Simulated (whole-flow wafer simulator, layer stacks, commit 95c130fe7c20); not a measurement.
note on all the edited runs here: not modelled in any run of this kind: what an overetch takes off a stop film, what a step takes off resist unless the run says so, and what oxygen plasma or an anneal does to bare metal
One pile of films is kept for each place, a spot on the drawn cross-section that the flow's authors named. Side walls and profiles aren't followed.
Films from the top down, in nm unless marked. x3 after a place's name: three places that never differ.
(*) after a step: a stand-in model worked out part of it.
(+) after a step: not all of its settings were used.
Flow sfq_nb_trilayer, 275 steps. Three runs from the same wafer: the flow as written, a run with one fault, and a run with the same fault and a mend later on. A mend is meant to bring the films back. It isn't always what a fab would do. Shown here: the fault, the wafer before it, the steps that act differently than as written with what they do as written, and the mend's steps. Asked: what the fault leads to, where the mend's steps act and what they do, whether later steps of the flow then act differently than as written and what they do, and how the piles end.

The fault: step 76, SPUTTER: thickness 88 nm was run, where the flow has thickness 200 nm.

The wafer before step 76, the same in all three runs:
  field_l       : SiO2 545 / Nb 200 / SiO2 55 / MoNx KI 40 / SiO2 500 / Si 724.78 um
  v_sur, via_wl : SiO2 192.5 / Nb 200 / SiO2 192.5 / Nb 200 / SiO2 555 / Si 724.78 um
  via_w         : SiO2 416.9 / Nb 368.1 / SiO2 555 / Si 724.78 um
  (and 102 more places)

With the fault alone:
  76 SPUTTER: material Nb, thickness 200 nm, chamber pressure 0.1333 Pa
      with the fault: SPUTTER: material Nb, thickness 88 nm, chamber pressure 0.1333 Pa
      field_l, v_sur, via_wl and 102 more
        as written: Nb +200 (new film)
        with the fault: Nb +88 (new film)
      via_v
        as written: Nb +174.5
        with the fault: Nb +77.5
  Later steps of the flow that act differently than as written (6 more steps differ only slightly, by at most 2% or 0.5 nm, whichever is larger, and aren't shown):
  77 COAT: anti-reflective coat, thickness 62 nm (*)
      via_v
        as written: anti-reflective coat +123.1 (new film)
        with the fault: anti-reflective coat +118.3 (new film)
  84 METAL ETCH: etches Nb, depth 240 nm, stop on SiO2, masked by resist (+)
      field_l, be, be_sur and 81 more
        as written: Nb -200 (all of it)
        with the fault: Nb -88 (all of it)
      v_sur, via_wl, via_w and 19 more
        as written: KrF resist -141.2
        with the fault: KrF resist -77.6
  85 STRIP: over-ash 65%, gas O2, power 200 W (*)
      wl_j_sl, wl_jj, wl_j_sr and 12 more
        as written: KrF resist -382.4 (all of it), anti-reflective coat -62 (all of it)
        with the fault: KrF resist -445.9 (all of it), anti-reflective coat -62 (all of it)
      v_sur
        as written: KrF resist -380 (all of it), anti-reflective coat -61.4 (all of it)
        with the fault: KrF resist -443.9 (all of it), anti-reflective coat -61.4 (all of it)
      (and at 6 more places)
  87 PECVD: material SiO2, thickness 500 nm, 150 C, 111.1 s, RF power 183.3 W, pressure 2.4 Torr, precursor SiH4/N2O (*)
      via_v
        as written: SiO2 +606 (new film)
        with the fault: SiO2 +578.7 (new film)
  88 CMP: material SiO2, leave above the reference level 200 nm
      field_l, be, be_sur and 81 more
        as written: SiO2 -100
        with the fault: SiO2 -212
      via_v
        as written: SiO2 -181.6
        with the fault: SiO2 -169.3
  At the end the piles differ from the flow's by more than 2% or 0.5 nm, whichever is larger, at field_l, v_sur, via_wl and 103 more.
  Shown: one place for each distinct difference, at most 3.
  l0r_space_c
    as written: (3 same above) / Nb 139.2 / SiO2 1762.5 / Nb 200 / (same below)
    with the fault: (3 same above) / Nb 139.2 / SiO2 1650.5 / Nb 200 / (same below)
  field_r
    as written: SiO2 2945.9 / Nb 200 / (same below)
    with the fault: SiO2 2833.9 / Nb 200 / (same below)
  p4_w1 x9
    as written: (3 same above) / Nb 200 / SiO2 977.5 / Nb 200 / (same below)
    with the fault: (3 same above) / Nb 200 / SiO2 865.5 / Nb 200 / (same below)

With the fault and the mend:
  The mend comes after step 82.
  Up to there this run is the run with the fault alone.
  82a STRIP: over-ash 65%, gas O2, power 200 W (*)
      p4_fl x3, p4_w1 x9, p4_g1 x2 and 48 more
        anti-reflective coat -62 (all of it)
      wl_j_sl, wl_jj, wl_j_sr and 12 more
        KrF resist -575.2 (all of it), anti-reflective coat -62 (all of it)
      moat, field_r, lsp_l and 6 more
        anti-reflective coat -61.8 (all of it)
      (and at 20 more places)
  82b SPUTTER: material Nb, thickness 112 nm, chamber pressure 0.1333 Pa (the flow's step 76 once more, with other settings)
      field_l, v_sur, via_wl and 102 more
        Nb +112
      via_v
        Nb +92.7
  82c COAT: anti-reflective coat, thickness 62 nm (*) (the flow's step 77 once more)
      p4_fl x3, p4_w1 x9, p4_g1 x2 and 63 more
        anti-reflective coat +62 (new film)
      moat, field_r, lsp_l and 6 more
        anti-reflective coat +61.8 (new film)
      be_r, r_sur, res, r_end
        anti-reflective coat +61.7 (new film)
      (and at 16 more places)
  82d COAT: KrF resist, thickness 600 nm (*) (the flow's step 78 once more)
      p4_fl x3, p4_w1 x9, p4_g1 x2 and 63 more
        KrF resist +600 (new film)
      field_r, lsp_l, ln_m5, l0v
        KrF resist +599.5 (new film)
      lsp_m, ln_m6, lsp_r, l0_sur
        KrF resist +599.6 (new film)
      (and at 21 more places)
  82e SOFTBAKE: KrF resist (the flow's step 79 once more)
      changes no film at any place that is followed
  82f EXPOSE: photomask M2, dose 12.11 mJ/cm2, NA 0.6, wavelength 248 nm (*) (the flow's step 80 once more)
      changes no film at any place that is followed
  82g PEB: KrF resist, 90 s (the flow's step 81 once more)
      field_l, v_sur, via_wl and 97 more
        KrF resist -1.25
      via_w, via_wr, via_sp, wire, be
        KrF resist -1.24
      via_v
        KrF resist -1.6
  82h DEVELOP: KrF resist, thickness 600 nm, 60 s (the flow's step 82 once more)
      p4_fl x3, p4_w1 x9, p4_g1 x2 and 48 more
        KrF resist -598.7 (all of it)
      v_sur, via_wl, via_w and 19 more
        KrF resist -23.5
      lsp_l, ln_m5, lsp_m, ln_m6, lsp_r, l0_sur, l0v
        KrF resist -598.3 (all of it)
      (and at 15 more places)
  No later step of the flow acts differently than as written, at any place that is followed, by more than 2% or 0.5 nm, whichever is larger.
  At the end the piles differ from the flow's only slightly at the places that both follow, by at most 2% or 0.5 nm, whichever is larger.
